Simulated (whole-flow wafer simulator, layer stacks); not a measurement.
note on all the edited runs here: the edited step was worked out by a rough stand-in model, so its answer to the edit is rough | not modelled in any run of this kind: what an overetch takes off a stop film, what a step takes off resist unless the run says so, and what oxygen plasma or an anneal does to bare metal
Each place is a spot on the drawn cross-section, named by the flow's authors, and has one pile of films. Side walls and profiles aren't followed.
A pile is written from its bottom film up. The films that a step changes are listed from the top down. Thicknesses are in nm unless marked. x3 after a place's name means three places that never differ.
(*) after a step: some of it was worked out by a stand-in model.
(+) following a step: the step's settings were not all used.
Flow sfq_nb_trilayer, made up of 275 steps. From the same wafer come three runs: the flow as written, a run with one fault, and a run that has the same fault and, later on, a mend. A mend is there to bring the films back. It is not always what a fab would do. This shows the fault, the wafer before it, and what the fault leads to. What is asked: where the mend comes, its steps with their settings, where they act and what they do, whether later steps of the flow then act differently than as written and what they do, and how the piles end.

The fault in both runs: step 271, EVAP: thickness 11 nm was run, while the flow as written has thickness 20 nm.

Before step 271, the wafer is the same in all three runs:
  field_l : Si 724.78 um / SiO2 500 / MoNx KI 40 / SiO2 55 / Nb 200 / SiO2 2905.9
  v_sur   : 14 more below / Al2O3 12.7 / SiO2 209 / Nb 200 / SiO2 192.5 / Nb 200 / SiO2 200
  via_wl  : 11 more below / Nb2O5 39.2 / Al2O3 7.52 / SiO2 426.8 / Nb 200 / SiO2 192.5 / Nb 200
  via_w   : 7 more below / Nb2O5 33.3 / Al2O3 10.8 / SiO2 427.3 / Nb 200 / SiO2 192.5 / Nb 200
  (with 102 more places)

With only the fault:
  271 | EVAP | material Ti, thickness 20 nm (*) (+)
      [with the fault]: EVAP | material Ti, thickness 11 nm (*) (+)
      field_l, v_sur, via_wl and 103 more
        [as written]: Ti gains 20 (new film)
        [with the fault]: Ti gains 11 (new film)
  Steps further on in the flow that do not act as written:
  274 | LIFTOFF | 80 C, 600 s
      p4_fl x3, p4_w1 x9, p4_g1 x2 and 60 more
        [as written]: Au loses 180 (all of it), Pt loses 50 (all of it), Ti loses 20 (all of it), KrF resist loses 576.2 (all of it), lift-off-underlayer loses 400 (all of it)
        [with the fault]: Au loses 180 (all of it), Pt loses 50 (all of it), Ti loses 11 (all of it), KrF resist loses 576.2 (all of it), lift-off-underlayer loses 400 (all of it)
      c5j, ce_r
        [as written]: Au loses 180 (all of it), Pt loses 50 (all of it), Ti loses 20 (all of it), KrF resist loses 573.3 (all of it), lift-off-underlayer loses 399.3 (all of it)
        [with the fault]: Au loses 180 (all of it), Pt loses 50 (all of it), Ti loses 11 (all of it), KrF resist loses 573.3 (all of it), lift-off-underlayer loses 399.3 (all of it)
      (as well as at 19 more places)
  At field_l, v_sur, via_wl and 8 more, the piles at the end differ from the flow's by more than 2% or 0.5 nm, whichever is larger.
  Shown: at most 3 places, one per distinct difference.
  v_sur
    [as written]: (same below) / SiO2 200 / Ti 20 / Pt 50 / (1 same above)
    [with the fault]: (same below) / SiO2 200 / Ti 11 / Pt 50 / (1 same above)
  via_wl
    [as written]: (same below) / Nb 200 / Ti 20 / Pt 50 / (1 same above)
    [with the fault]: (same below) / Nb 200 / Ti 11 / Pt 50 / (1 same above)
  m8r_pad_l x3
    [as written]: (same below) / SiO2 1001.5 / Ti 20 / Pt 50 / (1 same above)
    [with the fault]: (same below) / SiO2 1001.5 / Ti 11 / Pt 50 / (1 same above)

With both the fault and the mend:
  After step 271 comes the mend.
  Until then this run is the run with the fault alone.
  271a | EVAP | material Ti, thickness 9 nm (*) (+) (the flow's step 271 again, with other settings)
      field_l, v_sur, via_wl and 103 more
        Ti gains 9
  Later steps of the flow that are run all act as written at every place that is followed.
  By the end, the piles equal the flow's at every place that both follow.
